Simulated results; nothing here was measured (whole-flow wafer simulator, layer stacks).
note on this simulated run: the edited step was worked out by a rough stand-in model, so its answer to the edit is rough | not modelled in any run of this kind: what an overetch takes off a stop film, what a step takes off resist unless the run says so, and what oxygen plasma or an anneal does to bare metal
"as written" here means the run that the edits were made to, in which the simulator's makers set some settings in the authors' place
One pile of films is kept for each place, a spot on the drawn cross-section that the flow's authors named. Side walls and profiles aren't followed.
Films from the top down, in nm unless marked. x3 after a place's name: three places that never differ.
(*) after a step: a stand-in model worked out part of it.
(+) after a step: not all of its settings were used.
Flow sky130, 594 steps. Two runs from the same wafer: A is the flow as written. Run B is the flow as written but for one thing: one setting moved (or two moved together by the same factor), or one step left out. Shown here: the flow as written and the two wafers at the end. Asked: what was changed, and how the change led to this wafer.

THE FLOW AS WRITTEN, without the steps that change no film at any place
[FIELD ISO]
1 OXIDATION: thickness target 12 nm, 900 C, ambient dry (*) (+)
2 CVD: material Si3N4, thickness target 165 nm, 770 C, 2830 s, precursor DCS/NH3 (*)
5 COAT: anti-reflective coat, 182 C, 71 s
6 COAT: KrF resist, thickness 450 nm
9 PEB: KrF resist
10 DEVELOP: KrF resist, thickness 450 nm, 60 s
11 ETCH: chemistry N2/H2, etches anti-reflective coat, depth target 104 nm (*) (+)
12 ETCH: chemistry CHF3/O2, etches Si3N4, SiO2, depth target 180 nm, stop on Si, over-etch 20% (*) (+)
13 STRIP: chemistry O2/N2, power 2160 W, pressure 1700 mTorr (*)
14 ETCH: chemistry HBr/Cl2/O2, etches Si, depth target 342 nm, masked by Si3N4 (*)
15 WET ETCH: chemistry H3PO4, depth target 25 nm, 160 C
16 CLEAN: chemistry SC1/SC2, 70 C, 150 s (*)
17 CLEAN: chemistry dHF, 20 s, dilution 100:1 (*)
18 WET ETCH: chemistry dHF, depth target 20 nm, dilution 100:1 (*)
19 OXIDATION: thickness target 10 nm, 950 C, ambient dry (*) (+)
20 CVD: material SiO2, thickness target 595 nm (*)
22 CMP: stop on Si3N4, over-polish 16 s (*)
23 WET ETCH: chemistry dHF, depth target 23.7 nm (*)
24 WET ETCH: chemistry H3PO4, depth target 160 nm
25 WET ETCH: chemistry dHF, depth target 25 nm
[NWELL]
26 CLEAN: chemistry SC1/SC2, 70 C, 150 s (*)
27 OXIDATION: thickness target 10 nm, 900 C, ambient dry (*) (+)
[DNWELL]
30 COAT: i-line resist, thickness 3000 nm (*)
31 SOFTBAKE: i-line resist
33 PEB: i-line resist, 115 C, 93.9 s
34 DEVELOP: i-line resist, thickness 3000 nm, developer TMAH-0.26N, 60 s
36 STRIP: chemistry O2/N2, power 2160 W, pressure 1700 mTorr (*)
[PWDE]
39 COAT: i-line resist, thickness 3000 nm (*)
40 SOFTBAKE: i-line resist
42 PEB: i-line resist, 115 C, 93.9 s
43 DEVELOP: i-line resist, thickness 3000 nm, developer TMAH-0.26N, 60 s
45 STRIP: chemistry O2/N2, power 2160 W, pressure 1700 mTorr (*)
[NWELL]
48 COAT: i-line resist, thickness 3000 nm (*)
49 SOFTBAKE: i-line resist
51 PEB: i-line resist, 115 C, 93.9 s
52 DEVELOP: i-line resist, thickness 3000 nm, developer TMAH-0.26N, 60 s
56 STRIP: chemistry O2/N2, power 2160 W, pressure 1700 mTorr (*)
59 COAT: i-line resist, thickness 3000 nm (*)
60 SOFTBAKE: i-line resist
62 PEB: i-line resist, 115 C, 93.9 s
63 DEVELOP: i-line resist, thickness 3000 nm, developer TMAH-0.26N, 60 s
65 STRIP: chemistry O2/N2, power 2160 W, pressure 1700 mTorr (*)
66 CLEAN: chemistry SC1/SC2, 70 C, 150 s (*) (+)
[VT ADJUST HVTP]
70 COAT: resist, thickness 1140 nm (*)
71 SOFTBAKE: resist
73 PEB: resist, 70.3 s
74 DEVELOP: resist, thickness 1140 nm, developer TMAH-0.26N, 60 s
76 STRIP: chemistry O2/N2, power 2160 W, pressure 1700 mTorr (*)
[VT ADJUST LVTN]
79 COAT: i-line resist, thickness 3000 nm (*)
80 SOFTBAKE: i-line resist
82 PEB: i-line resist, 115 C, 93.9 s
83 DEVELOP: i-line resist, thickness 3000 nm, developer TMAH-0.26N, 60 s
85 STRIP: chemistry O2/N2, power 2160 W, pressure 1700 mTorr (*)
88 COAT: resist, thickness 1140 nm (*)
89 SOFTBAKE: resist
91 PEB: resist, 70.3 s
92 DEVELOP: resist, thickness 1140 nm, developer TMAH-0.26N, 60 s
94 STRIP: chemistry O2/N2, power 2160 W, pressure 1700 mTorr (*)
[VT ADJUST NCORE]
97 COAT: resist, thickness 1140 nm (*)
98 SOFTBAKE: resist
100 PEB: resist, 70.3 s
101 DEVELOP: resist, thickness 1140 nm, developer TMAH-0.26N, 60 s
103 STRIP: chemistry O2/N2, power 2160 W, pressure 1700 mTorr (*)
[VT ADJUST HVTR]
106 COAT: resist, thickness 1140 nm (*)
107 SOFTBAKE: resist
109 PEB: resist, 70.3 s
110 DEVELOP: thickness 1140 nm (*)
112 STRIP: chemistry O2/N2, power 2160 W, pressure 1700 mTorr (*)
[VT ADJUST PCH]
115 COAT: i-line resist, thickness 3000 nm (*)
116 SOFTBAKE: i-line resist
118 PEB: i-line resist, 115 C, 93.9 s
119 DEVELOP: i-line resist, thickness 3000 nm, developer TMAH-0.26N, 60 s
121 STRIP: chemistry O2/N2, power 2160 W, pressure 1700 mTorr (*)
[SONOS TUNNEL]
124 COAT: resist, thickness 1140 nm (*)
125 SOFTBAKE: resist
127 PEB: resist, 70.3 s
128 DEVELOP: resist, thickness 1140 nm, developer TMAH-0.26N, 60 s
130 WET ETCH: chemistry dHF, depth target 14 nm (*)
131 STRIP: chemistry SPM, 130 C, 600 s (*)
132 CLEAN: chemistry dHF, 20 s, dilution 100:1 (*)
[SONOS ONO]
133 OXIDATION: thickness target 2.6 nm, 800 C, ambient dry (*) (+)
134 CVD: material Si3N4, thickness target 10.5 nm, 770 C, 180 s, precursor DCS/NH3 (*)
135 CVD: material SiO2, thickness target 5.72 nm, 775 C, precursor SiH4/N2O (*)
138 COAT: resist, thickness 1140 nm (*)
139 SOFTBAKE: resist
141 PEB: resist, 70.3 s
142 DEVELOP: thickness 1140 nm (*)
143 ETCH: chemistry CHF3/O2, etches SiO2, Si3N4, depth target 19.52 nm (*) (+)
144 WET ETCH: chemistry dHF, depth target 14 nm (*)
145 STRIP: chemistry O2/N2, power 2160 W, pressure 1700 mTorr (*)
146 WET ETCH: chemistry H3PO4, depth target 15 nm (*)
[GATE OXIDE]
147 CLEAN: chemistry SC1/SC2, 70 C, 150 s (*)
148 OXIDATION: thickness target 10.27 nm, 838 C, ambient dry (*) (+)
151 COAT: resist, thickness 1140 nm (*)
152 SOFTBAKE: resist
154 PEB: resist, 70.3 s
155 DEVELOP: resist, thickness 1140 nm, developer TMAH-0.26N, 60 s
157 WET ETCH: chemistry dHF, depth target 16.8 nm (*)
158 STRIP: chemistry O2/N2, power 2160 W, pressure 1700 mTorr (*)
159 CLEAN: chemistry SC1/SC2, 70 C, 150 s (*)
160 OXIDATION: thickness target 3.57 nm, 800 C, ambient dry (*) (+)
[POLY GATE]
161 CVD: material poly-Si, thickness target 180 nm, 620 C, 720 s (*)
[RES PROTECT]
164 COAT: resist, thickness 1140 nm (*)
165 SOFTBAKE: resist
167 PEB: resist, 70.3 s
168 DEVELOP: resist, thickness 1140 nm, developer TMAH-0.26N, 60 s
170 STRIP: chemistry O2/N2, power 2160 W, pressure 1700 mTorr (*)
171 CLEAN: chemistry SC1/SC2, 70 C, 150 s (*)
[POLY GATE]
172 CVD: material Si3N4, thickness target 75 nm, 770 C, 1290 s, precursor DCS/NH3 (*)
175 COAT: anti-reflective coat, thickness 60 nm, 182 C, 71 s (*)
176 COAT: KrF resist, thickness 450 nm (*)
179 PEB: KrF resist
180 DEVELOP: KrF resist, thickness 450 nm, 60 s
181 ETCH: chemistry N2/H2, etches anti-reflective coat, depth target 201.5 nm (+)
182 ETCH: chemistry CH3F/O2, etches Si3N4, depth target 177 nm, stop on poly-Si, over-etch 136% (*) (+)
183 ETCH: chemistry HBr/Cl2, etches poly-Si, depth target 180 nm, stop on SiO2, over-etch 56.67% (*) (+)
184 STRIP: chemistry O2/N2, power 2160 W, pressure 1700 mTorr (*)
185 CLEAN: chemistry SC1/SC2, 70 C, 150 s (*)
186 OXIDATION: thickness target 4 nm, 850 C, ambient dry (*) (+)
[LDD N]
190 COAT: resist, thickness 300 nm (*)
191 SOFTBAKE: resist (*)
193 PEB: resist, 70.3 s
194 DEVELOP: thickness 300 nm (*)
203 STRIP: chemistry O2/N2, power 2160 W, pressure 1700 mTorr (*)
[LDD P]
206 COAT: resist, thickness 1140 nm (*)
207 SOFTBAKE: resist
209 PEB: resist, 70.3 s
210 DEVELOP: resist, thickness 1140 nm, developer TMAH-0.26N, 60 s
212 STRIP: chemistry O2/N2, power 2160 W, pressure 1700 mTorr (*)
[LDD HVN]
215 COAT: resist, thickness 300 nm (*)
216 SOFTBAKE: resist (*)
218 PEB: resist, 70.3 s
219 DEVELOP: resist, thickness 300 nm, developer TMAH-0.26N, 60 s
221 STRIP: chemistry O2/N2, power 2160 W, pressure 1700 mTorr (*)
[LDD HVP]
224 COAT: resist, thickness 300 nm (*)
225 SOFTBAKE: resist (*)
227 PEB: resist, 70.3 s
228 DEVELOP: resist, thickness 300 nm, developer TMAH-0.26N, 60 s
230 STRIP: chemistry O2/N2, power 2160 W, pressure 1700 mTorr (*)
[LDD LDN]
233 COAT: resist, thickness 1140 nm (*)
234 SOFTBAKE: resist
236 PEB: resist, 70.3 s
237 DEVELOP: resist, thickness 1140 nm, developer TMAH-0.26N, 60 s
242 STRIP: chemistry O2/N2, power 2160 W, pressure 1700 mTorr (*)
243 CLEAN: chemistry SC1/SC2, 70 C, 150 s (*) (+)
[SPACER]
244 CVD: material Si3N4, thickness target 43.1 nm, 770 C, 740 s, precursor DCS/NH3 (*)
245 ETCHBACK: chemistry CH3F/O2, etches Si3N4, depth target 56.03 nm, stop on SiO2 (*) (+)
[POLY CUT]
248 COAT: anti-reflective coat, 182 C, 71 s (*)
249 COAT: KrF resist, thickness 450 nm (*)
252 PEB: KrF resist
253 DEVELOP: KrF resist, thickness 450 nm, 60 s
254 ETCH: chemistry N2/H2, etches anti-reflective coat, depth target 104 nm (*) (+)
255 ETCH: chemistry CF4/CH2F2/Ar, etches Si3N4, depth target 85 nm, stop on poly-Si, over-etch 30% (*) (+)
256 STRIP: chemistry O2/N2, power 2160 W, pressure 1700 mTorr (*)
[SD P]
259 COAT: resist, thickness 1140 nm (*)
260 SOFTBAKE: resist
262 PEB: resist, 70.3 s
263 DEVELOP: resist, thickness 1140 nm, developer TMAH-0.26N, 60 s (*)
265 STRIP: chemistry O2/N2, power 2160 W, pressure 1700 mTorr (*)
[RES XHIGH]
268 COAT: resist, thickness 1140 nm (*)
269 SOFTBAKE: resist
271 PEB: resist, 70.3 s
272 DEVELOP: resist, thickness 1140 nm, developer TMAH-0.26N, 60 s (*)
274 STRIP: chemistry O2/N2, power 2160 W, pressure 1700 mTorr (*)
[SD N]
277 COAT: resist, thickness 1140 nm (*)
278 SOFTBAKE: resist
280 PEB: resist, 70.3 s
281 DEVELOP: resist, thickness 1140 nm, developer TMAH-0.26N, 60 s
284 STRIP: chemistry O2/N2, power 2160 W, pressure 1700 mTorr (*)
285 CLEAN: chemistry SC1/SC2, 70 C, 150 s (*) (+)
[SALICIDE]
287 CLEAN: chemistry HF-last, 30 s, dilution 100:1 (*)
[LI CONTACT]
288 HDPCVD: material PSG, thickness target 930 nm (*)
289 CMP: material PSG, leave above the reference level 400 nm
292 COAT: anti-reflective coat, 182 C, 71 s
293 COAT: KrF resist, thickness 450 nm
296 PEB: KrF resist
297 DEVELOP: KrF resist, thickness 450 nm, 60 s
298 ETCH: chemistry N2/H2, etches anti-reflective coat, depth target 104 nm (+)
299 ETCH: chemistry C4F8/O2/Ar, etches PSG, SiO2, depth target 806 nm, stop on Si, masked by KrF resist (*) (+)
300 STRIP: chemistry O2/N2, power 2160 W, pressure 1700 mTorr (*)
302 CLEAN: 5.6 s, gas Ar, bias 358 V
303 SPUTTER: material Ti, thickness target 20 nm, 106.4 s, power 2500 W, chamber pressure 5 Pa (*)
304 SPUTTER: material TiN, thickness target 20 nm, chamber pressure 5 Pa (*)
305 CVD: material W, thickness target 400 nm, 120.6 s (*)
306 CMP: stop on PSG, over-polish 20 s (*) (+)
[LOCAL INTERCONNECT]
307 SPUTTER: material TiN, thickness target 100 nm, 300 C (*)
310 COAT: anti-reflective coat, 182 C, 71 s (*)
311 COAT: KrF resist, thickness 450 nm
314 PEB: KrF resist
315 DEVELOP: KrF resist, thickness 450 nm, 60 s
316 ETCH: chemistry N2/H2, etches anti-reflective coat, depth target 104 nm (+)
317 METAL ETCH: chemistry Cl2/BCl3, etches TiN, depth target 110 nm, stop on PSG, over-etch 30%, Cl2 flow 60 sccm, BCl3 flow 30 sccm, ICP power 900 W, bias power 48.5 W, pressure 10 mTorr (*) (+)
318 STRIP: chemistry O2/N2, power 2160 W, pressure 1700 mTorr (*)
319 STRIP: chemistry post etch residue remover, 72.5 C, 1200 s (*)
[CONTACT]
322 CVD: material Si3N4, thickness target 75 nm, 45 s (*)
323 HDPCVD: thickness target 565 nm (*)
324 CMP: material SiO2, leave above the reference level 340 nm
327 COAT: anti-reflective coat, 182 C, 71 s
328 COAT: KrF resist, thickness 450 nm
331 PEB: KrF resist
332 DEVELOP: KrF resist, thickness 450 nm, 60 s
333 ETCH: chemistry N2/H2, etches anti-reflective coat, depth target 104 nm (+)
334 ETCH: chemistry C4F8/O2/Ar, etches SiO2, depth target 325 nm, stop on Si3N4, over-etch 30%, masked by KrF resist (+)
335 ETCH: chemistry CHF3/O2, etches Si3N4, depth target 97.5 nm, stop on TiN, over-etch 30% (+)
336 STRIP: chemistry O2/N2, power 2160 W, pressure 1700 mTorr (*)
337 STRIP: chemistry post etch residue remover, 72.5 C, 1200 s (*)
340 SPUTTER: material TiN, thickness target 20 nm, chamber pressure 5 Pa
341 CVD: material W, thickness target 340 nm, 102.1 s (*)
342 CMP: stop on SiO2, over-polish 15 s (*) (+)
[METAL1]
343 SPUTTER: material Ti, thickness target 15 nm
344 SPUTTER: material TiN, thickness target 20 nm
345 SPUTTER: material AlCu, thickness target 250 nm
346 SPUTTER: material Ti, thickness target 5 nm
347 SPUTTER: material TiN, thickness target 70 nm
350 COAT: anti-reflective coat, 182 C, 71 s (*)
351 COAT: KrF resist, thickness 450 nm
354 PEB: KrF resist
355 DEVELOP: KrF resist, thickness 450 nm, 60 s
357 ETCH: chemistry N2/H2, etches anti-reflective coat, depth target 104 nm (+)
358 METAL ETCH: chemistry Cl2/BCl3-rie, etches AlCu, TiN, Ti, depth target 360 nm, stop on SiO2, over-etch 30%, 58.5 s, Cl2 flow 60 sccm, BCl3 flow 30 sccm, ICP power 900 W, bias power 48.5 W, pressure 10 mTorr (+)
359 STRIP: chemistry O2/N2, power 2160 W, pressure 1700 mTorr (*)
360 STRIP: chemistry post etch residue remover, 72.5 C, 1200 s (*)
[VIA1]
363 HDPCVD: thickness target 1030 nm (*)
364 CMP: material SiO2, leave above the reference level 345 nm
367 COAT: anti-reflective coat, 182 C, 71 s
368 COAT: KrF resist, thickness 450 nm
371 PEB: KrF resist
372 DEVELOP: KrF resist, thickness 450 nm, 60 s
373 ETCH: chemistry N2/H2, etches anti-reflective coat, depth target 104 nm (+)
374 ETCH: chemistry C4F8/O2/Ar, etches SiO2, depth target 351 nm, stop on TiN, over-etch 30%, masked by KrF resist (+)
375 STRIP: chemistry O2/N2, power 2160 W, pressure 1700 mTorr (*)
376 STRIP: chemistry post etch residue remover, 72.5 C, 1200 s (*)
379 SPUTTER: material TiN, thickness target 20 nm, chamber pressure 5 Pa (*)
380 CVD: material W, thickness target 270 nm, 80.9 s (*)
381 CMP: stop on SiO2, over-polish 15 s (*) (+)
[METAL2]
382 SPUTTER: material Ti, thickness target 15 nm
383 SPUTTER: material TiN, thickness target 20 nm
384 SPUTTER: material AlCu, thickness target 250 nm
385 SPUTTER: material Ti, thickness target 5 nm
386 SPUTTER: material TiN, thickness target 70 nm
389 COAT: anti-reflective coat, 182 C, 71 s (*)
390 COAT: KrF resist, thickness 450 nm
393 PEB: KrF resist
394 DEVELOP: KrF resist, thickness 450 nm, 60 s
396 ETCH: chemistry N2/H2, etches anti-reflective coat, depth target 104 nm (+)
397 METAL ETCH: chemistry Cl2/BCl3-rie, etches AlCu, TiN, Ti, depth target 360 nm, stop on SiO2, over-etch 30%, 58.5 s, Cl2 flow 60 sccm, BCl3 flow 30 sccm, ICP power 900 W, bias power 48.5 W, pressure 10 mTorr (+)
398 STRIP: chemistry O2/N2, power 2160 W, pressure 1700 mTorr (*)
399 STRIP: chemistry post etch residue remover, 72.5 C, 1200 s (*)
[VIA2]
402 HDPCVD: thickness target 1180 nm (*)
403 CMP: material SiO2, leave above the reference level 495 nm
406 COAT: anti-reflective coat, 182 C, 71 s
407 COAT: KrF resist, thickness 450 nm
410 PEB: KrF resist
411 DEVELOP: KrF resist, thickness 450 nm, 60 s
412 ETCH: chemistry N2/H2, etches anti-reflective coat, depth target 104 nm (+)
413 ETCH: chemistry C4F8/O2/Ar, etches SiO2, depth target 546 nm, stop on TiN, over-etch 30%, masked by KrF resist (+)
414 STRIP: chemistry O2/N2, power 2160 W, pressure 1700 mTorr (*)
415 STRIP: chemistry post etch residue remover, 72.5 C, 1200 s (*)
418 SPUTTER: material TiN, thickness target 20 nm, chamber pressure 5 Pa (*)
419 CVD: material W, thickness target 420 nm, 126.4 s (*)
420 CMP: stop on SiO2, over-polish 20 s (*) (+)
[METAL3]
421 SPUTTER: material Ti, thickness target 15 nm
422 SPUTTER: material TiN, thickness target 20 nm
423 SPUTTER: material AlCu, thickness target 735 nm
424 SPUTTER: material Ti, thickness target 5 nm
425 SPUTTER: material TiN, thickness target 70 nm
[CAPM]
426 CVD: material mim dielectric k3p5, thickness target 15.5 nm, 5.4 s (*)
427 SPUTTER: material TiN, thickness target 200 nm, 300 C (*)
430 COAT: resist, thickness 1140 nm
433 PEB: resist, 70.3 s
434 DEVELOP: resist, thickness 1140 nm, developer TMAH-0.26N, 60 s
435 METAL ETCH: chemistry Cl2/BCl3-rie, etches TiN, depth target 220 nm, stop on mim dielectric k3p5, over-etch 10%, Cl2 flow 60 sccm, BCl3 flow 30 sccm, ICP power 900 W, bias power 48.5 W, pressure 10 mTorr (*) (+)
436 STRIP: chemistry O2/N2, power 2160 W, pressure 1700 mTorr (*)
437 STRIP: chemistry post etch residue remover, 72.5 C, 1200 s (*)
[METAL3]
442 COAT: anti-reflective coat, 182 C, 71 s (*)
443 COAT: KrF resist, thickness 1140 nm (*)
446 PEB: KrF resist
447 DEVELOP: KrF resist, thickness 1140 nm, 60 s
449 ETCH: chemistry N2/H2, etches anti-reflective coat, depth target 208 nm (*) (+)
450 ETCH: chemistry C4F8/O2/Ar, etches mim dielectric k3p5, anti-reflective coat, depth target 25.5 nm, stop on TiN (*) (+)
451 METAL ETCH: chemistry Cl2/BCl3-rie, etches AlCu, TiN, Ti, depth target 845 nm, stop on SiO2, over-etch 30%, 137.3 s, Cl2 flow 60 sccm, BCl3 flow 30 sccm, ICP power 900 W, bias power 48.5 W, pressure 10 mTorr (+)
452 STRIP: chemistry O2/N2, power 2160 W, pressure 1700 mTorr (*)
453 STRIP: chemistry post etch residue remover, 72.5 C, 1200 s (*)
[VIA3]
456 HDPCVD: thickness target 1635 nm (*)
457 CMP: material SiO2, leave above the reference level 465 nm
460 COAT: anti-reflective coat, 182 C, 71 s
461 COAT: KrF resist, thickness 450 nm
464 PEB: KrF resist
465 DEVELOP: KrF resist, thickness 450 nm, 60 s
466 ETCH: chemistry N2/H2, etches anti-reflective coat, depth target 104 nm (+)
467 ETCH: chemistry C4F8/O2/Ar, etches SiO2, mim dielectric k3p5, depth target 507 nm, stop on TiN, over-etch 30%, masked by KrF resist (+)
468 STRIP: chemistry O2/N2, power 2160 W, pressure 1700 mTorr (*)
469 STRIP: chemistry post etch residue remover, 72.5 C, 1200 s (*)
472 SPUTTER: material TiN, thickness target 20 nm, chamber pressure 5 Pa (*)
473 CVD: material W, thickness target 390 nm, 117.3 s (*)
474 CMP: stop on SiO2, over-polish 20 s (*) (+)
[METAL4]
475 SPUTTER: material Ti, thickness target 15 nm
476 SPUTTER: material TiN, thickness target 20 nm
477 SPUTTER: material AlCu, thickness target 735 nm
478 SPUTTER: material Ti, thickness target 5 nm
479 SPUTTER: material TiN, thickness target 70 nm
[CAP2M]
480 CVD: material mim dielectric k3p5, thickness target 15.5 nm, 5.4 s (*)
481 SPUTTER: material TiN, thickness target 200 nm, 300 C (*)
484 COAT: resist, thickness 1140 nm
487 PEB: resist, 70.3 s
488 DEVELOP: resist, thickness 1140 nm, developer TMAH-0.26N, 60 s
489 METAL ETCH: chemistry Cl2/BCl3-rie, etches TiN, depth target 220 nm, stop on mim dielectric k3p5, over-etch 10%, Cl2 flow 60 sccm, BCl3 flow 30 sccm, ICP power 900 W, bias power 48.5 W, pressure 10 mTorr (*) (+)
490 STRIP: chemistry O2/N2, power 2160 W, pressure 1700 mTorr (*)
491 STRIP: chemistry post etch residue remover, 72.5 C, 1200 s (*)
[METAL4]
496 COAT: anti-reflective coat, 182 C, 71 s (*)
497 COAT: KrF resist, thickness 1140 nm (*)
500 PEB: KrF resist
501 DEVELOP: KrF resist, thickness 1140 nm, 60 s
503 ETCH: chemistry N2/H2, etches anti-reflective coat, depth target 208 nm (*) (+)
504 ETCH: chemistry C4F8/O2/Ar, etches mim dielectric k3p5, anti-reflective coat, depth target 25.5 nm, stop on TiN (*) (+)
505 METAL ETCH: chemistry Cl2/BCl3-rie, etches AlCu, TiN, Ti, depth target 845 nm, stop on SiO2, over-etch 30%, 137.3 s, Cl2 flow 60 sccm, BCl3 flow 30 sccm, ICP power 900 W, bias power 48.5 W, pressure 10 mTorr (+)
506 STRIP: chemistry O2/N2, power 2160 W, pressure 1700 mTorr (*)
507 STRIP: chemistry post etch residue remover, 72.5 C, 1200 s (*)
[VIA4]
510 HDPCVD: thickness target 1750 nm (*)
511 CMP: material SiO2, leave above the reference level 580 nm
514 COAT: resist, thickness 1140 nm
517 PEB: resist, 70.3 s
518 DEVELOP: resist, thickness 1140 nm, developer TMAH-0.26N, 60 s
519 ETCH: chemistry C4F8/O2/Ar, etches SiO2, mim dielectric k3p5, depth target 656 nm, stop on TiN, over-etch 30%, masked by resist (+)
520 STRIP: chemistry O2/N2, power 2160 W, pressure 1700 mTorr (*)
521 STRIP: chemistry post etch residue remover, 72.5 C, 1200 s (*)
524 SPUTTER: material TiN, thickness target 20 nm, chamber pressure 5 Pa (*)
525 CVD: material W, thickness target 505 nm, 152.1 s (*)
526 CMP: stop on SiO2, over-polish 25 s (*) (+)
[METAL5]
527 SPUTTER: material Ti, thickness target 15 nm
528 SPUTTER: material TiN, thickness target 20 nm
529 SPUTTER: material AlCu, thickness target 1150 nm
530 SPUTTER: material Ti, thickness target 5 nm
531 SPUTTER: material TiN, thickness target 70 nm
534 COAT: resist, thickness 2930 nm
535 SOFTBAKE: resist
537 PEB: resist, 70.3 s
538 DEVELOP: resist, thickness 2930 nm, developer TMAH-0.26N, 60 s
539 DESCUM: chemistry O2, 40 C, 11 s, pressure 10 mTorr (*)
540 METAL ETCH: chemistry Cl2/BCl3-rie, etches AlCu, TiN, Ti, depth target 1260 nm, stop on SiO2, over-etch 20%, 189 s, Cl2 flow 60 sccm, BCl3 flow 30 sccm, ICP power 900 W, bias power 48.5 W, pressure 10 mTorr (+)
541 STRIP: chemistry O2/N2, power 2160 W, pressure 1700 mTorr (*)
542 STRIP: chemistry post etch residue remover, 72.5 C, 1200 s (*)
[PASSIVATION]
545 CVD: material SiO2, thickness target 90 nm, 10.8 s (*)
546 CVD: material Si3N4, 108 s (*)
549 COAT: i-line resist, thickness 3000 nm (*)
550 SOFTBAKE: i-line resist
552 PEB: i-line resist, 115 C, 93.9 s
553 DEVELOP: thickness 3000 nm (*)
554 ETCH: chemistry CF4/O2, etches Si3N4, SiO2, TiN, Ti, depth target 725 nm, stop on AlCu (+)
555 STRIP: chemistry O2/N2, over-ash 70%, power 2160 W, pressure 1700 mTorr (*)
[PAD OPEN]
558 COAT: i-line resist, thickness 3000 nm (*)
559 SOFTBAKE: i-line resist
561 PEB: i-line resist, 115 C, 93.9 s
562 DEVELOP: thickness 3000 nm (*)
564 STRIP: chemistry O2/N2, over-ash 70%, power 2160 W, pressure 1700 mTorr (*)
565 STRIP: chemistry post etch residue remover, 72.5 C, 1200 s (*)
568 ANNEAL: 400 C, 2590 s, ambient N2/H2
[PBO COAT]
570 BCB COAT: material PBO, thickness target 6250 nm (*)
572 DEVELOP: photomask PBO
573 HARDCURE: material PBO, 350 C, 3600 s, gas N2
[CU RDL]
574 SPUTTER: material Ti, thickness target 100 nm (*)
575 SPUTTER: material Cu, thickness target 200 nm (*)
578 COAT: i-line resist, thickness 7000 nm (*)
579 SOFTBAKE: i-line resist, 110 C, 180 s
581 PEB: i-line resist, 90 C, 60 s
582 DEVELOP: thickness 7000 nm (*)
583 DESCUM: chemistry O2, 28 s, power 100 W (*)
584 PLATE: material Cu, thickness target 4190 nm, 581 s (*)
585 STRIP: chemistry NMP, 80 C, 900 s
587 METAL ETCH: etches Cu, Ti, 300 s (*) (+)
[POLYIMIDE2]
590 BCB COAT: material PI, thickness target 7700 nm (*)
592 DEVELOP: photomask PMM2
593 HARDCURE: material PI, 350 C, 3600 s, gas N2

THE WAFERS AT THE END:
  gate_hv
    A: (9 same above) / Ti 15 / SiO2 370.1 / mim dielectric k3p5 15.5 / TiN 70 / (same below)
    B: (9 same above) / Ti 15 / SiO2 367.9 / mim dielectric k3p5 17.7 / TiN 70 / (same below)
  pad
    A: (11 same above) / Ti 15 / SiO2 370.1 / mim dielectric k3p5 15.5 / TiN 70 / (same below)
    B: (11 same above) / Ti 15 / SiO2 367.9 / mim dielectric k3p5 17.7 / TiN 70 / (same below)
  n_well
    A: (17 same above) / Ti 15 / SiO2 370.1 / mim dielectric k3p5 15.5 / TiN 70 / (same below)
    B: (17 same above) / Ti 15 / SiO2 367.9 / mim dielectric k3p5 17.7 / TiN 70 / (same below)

The cause: step 426, CVD: thickness target 17.7 nm was run, where the flow has thickness target 15.5 nm; step 426, CVD: 6.16 s was run, where the flow has 5.4 s.
It can be read off the wafer: gate_hv has mim dielectric k3p5 17.7, and step 426 as written asks for 15.5 nm.

How the change led to this, step by step:
  426 CVD: material mim dielectric k3p5, thickness target 15.5 nm, 5.4 s (*)
      field, active, n_well and 188 more: A mim dielectric k3p5 +15.5 (new film) | B mim dielectric k3p5 +17.7 (new film)
  450 ETCH: chemistry C4F8/O2/Ar, etches mim dielectric k3p5, anti-reflective coat, depth target 25.5 nm, stop on TiN (*) (+)
      n_well, p_well, gate_hv and 104 more: A KrF resist -15.5 | B KrF resist -17
      field, active, gate and 82 more: A mim dielectric k3p5 -15.5 (all of it) | B mim dielectric k3p5 -17.7 (all of it)
  467 ETCH: chemistry C4F8/O2/Ar, etches SiO2, mim dielectric k3p5, depth target 507 nm, stop on TiN, over-etch 30%, masked by KrF resist (+)
      m1: A SiO2 -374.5 (all of it), mim dielectric k3p5 -15.5 (all of it) | B SiO2 -372.3 (all of it), mim dielectric k3p5 -17.7 (all of it)
      via3_hole: A SiO2 -373.9 (all of it), mim dielectric k3p5 -15.5 (all of it) | B SiO2 -371.7 (all of it), mim dielectric k3p5 -17.7 (all of it)
